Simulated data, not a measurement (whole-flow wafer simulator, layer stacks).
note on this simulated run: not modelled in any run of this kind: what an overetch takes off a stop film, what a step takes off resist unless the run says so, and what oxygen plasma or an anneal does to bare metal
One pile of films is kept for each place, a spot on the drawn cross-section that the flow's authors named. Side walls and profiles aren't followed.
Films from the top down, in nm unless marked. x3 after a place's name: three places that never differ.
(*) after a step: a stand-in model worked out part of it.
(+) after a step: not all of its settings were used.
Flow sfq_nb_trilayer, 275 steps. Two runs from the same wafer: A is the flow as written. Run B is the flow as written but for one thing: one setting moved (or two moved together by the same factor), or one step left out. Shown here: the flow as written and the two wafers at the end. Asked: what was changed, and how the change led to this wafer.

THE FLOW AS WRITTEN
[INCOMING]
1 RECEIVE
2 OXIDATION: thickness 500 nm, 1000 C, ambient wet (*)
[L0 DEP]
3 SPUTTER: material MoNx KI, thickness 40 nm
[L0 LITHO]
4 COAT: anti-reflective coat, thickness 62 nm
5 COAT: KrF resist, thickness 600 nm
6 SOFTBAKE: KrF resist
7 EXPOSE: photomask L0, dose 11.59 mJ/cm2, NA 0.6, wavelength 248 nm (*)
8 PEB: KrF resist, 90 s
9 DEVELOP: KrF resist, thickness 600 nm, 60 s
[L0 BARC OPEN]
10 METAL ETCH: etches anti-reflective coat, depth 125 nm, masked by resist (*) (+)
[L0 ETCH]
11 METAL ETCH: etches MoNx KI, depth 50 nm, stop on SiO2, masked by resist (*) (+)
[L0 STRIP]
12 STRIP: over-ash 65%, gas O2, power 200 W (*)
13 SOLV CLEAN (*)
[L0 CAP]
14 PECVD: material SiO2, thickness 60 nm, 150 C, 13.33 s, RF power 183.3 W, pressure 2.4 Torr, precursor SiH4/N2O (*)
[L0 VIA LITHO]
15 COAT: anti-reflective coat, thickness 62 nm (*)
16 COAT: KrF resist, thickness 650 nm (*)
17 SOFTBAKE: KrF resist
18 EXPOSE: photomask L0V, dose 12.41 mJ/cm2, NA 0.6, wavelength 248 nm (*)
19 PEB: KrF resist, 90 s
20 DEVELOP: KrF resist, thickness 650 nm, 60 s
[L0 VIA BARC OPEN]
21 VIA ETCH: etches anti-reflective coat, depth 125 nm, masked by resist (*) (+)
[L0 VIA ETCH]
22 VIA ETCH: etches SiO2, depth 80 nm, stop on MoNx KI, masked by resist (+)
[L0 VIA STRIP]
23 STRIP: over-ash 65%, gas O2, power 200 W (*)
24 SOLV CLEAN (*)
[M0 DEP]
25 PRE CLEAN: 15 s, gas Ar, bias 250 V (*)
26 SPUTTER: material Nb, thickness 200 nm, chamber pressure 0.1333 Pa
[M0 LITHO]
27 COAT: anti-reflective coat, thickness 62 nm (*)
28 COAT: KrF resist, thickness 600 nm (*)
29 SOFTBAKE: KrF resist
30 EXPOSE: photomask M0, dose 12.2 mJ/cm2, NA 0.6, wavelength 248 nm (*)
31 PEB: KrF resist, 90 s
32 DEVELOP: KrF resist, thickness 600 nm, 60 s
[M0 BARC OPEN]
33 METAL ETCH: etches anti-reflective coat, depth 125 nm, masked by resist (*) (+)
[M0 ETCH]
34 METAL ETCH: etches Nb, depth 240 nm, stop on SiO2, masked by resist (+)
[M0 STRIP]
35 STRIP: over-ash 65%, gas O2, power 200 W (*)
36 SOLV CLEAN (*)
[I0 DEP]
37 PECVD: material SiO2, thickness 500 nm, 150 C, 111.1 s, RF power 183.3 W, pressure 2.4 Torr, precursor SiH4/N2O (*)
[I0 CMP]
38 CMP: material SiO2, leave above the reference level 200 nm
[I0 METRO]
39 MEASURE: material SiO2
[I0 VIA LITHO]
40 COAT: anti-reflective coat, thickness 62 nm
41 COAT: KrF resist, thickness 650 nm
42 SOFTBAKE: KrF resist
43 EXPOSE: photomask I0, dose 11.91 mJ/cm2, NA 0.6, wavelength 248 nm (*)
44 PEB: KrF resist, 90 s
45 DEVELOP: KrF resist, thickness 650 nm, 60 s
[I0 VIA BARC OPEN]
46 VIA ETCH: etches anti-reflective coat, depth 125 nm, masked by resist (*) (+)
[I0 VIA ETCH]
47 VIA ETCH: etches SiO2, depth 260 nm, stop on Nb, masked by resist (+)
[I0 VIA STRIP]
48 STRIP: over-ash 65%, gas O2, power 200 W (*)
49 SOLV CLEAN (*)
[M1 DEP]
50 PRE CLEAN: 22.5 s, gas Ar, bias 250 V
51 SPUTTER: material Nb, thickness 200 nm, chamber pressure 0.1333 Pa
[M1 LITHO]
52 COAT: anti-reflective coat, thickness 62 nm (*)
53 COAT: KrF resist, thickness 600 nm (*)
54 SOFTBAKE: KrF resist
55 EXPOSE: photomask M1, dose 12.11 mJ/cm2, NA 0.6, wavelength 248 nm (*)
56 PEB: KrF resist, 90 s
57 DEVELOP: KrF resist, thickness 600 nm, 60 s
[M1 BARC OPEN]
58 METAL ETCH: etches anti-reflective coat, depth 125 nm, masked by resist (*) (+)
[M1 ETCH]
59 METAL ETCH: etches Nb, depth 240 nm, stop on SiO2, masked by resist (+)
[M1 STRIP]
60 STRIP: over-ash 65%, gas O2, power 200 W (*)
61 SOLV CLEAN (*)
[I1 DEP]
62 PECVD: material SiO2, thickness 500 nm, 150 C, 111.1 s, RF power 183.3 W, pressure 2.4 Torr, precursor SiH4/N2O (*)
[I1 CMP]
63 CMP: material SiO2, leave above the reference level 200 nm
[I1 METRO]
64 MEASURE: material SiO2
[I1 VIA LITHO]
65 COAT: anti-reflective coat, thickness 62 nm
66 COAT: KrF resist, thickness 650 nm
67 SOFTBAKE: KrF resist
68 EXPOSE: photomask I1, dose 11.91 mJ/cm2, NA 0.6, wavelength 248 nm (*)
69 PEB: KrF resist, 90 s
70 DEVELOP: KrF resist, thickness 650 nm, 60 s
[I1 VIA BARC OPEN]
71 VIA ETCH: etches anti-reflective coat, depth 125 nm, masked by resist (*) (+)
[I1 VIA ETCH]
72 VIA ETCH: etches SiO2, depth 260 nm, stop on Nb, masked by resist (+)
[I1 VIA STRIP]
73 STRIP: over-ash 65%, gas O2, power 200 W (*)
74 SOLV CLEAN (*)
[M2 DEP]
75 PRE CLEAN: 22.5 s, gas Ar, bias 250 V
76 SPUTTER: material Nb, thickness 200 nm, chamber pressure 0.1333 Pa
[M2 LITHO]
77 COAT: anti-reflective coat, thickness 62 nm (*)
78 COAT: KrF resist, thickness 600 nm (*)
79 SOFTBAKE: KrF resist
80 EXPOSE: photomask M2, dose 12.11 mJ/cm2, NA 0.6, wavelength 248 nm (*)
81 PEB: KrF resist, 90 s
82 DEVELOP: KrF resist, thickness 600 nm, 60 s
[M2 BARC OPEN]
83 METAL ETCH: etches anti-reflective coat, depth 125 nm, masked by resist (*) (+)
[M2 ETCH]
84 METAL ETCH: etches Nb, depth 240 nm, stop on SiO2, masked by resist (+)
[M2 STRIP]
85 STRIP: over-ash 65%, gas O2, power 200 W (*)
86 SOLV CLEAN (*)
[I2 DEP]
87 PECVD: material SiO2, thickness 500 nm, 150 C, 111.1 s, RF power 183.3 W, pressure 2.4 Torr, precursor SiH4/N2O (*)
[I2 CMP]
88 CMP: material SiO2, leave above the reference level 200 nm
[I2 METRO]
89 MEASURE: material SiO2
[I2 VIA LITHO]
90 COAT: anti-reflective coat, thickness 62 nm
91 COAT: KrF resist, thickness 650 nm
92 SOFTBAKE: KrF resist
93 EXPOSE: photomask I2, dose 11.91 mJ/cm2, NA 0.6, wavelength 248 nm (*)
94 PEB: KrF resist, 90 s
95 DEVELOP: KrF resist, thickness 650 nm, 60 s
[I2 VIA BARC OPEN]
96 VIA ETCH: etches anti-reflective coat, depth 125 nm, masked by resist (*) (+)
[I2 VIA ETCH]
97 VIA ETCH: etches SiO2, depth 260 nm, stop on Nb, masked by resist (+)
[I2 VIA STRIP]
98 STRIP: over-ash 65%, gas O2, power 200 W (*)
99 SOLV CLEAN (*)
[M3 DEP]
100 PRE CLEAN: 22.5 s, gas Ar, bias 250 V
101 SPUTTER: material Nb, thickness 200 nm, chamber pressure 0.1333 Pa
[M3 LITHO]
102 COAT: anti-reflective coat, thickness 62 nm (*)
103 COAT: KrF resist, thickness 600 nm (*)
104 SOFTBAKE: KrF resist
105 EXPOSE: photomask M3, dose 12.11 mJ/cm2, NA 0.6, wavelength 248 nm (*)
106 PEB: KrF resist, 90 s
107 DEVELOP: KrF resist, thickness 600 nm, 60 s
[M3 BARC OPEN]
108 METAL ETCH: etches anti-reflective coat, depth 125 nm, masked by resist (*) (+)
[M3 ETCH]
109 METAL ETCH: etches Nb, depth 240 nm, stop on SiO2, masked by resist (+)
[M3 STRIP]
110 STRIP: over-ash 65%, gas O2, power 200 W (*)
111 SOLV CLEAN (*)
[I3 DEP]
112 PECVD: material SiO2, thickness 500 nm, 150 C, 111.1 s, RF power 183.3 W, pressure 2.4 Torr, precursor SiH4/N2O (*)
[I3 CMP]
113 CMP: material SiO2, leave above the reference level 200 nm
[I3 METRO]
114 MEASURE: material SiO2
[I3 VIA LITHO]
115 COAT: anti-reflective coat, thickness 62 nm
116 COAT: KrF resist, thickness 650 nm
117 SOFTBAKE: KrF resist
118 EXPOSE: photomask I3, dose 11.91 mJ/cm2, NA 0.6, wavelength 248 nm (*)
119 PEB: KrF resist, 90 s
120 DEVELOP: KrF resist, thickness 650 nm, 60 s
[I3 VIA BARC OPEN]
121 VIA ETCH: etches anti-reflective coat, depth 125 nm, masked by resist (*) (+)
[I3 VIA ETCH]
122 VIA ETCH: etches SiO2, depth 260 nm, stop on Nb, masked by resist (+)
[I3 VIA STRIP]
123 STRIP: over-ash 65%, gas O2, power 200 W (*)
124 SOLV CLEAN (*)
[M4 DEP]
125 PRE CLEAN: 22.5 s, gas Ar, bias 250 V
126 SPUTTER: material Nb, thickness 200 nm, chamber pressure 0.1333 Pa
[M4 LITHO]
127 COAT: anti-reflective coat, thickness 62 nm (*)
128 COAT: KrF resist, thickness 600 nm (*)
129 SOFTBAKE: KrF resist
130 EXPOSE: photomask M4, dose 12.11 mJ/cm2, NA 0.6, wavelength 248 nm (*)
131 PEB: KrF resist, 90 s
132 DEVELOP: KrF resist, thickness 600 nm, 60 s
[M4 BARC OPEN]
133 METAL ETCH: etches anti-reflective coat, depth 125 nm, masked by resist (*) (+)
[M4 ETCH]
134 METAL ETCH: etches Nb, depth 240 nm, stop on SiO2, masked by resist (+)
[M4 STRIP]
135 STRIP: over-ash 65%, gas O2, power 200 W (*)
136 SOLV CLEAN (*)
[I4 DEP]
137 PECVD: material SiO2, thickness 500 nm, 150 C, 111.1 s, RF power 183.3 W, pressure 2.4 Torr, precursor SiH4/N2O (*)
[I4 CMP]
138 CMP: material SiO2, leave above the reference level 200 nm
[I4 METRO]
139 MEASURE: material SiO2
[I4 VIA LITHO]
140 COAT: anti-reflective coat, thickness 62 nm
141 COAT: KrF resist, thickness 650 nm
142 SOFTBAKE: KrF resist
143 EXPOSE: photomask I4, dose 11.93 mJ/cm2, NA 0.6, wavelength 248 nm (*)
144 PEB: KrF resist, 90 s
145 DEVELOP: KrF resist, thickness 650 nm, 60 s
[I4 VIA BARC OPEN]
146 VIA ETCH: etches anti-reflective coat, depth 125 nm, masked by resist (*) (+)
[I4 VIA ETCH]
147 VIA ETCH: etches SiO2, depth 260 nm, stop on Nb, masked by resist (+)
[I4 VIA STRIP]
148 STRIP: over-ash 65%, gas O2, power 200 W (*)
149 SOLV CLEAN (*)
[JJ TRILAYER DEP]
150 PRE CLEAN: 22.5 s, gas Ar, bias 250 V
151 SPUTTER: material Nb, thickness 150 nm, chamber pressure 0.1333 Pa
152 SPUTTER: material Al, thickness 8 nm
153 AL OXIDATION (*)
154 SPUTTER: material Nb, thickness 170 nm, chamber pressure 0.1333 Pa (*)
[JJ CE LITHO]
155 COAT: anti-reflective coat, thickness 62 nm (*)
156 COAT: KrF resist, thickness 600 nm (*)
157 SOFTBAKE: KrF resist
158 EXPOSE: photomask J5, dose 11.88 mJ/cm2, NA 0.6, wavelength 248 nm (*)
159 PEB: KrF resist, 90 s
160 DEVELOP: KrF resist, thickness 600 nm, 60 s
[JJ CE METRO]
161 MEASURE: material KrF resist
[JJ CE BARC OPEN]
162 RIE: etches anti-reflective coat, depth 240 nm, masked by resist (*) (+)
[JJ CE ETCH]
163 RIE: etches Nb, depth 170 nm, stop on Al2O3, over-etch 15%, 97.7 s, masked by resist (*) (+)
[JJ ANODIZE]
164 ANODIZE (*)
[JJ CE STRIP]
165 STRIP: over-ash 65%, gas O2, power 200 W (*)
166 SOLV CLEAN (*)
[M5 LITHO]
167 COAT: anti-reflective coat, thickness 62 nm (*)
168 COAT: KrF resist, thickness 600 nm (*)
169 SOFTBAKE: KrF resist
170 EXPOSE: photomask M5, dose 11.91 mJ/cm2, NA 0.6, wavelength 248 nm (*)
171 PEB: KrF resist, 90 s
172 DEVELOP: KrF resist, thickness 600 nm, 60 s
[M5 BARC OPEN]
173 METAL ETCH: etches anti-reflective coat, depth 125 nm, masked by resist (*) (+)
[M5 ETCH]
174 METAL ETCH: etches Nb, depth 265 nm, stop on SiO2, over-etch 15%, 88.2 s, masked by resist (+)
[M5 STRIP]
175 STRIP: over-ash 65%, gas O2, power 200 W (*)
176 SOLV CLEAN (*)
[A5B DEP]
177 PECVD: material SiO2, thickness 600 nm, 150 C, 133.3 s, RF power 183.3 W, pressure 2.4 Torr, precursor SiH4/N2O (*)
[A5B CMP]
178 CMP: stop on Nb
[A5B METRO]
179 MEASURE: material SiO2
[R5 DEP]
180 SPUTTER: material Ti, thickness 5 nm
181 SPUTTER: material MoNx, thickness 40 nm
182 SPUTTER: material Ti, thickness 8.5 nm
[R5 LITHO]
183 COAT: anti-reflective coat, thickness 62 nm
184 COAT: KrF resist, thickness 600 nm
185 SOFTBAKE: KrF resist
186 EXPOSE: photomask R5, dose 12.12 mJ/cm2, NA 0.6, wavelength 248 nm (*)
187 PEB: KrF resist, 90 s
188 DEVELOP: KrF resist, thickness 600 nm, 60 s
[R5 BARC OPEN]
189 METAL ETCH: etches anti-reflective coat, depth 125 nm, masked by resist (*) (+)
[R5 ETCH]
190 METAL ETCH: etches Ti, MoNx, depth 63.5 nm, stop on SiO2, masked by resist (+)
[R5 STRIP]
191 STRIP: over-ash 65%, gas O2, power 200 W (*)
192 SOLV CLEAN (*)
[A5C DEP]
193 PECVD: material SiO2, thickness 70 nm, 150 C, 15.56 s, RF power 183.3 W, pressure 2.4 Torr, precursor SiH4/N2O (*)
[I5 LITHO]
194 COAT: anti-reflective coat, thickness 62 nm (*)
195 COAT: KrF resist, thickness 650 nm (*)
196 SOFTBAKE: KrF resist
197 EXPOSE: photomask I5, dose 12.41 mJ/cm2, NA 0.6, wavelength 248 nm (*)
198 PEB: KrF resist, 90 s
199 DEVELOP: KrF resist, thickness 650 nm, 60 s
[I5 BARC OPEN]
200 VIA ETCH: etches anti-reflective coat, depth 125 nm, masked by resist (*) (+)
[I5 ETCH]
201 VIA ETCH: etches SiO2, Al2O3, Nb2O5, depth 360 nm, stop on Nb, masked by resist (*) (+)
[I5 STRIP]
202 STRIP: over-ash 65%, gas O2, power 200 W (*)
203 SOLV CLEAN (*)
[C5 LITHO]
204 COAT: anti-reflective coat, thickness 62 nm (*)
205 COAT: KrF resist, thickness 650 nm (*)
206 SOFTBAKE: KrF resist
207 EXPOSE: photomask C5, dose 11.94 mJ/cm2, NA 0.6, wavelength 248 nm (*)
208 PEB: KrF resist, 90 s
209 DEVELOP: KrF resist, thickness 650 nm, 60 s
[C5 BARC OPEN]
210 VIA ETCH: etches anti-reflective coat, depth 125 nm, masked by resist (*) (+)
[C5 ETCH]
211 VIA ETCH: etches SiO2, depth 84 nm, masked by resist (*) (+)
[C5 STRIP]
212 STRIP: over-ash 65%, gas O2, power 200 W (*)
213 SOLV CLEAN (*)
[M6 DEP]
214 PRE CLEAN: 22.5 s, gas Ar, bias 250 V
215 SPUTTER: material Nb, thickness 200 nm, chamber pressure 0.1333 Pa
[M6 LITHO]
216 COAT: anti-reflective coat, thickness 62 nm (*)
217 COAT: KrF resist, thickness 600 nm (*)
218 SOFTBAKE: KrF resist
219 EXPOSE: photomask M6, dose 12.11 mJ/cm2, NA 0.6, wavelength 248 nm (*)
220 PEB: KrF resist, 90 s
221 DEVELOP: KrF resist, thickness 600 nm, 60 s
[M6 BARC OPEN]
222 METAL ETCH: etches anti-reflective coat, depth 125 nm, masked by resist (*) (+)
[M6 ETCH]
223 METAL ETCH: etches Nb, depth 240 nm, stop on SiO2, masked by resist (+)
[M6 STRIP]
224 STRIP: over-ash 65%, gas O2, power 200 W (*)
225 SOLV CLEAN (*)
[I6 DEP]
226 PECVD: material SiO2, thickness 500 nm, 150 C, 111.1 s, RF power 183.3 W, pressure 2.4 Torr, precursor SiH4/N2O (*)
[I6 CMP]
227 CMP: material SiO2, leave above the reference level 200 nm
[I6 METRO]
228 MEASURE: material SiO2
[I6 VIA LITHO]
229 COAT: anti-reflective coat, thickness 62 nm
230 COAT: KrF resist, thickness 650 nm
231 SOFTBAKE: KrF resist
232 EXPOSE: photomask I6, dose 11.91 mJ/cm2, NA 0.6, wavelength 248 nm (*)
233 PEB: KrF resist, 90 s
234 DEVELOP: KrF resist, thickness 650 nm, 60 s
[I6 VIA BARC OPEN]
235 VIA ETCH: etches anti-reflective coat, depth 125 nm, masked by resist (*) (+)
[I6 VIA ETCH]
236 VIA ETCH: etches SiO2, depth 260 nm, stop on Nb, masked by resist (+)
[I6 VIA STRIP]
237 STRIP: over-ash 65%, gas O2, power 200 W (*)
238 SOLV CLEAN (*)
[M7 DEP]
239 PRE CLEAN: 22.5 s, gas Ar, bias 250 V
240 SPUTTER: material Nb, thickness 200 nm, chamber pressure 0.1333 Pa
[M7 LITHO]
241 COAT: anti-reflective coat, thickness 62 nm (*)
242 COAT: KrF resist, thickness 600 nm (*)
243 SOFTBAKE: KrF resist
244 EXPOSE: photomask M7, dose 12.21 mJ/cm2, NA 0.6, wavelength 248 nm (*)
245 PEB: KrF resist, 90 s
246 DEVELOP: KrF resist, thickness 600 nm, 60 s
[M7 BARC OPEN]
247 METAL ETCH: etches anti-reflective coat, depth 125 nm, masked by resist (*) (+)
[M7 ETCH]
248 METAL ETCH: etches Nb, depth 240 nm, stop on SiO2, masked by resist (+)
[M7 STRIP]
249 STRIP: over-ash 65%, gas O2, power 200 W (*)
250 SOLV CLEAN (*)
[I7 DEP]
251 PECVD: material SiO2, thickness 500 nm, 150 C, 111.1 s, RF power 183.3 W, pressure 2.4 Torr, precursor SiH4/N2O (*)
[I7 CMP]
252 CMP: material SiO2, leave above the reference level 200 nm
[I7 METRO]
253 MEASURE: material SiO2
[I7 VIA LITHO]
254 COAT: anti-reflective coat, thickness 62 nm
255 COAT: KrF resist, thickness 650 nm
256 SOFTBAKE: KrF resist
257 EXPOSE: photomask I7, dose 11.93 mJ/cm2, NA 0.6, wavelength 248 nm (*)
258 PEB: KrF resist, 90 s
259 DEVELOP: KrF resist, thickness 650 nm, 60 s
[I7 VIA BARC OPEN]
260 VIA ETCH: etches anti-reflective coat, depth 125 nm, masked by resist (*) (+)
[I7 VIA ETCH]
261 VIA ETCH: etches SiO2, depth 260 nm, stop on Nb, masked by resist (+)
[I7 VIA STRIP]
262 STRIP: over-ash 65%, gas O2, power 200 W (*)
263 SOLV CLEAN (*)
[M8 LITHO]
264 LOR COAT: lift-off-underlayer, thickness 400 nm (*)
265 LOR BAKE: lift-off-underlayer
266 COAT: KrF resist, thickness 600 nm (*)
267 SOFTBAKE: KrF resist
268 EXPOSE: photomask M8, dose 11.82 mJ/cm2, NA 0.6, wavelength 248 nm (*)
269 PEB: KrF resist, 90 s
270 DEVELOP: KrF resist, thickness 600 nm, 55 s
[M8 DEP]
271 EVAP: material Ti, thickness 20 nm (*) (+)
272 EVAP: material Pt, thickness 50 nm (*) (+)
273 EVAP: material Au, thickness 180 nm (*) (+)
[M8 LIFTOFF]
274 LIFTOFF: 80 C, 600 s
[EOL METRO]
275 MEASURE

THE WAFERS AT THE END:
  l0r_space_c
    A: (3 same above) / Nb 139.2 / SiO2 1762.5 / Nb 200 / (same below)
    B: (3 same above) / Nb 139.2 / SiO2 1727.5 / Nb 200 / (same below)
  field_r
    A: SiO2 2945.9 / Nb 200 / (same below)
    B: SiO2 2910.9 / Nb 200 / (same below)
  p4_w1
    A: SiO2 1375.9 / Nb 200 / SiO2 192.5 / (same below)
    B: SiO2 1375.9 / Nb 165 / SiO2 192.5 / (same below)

The cause: step 126, SPUTTER: thickness 165 nm was run, where the flow has thickness 200 nm.
It can be read off the wafer: p4_w1 has Nb 165, and step 126 as written asks for 200 nm.

How the change led to this, step by step:
  126 SPUTTER: material Nb, thickness 200 nm, chamber pressure 0.1333 Pa
      field_l, v_sur, via_wl and 102 more: A Nb +200 (new film) | B Nb +165 (new film)
      via_v: A Nb +165.5 | B Nb +136.3
  134 METAL ETCH: etches Nb, depth 240 nm, stop on SiO2, masked by resist (+)
      field_l, be, be_sur and 64 more: A Nb -200 (all of it) | B Nb -165 (all of it)
  137 PECVD: material SiO2, thickness 500 nm, 150 C, 111.1 s, RF power 183.3 W, pressure 2.4 Torr, precursor SiH4/N2O (*)
      p3_s0, p3_s1, p3_s2, p3_s3, p3_s4, p3_s5: A SiO2 +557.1 | B SiO2 +522.1
  138 CMP: material SiO2, leave above the reference level 200 nm
      field_l, be, be_sur and 55 more: A SiO2 -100 | B SiO2 -135
      lsp_r, l0_sur, l0v: A SiO2 -91.9 | B SiO2 -128.3
